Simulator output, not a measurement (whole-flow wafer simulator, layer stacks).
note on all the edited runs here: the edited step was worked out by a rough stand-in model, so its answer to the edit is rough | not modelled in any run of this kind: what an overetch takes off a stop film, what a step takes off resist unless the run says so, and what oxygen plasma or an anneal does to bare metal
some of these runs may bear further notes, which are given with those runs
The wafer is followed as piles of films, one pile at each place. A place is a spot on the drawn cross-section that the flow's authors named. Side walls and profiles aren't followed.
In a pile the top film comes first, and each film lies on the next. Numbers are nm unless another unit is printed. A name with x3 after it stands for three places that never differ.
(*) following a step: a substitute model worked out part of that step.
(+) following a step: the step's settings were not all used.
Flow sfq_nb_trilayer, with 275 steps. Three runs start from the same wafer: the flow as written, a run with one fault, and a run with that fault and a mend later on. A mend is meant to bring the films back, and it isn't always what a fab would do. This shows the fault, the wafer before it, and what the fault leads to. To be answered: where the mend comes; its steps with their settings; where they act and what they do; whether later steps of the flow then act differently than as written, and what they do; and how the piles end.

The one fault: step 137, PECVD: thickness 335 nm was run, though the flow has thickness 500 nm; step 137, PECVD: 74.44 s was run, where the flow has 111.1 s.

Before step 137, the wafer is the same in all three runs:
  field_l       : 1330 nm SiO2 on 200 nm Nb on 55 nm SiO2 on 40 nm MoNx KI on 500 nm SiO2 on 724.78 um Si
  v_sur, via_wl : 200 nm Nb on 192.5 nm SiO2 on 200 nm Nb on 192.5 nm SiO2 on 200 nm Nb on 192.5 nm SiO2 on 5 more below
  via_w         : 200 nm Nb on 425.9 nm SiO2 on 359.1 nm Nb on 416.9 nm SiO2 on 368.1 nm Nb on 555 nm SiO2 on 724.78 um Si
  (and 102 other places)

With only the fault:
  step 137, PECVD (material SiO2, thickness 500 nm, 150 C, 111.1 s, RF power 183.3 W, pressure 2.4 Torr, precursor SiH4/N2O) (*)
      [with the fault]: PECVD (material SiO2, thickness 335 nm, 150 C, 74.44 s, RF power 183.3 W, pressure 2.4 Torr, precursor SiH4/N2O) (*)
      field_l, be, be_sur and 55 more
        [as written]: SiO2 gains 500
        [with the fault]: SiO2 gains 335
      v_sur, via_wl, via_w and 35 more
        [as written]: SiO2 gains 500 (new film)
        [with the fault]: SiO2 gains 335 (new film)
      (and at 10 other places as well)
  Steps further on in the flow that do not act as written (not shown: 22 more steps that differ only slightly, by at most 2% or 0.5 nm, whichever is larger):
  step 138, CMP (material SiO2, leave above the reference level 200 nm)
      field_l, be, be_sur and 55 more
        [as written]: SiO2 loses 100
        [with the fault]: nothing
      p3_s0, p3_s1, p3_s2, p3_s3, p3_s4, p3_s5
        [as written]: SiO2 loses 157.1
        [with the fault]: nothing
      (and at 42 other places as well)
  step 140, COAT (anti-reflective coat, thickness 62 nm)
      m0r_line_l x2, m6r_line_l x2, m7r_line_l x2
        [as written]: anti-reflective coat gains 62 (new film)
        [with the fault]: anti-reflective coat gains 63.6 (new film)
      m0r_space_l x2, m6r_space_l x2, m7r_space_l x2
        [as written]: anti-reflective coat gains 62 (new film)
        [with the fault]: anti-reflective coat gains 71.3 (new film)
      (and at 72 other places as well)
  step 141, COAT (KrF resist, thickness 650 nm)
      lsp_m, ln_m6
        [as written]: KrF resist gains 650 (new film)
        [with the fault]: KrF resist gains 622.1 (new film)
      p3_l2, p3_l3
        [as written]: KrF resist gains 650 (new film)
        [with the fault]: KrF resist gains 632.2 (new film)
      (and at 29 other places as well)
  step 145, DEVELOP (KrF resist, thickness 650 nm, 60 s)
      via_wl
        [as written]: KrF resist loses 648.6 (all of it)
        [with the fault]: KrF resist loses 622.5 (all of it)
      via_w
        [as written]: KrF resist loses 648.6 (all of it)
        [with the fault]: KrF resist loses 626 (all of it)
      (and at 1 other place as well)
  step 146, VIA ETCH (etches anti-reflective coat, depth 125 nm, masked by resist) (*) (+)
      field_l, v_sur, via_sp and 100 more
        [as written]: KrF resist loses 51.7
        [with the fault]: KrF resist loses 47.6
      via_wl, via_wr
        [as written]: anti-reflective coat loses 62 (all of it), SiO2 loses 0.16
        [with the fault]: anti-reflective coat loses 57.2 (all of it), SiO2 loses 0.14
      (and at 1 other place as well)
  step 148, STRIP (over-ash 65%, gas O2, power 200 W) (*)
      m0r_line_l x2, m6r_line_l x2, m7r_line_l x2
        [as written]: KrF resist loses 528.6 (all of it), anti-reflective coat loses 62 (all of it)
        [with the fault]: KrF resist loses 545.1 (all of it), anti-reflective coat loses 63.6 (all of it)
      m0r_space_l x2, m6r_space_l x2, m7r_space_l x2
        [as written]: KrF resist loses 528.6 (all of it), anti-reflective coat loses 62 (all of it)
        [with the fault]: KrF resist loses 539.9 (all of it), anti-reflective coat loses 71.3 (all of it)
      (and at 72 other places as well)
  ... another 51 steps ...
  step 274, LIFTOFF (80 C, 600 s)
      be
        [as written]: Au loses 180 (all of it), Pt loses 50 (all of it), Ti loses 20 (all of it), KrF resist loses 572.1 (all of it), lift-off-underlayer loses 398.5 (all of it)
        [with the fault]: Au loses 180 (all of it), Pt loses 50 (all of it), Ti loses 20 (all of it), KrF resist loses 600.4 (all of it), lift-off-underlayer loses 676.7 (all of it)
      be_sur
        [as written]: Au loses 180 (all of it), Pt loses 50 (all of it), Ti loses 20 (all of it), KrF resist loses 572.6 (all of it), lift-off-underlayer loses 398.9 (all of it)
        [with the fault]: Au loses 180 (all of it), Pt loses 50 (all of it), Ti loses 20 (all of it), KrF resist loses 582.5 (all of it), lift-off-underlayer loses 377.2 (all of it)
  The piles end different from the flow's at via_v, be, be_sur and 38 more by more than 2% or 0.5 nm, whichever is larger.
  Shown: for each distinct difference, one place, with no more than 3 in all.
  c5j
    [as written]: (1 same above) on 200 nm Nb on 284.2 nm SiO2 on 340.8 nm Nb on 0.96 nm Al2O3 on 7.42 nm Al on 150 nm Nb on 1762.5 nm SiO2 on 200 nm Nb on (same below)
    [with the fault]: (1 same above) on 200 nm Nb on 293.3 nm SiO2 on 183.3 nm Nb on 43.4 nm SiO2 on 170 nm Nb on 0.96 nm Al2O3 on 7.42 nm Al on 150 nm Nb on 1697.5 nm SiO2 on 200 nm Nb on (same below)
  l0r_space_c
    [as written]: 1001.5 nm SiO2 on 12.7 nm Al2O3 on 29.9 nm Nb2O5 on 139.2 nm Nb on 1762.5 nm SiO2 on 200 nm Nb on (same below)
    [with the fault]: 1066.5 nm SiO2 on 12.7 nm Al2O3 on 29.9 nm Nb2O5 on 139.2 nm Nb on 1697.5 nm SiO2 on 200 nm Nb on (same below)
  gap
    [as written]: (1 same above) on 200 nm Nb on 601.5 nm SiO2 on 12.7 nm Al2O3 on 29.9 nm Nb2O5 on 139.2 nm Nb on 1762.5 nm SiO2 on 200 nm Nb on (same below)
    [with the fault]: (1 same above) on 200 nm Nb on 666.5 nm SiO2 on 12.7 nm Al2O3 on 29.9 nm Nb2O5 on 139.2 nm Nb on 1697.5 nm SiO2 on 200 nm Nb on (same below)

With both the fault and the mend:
  The mend follows step 137.
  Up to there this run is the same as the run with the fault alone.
  step 137a, PECVD (material SiO2, thickness 165 nm, 150 C, 36.67 s, RF power 183.3 W, pressure 2.4 Torr, precursor SiH4/N2O) (*) (the flow's step 137 again, with other settings)
      field_l, v_sur, via_wl and 99 more
        SiO2 gains 165
      lsp_r, l0_sur, l0v
        SiO2 gains 162.5
      via_v
        SiO2 gains 154.7
  Steps further on in the flow that do not act as written:
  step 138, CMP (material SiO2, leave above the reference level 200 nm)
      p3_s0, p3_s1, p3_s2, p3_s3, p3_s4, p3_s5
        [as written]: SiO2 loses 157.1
        [with the mend]: SiO2 loses 100
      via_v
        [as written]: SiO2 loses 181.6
        [with the mend]: SiO2 loses 94.7
  At every place that both follow, the piles at the end match the flow's.
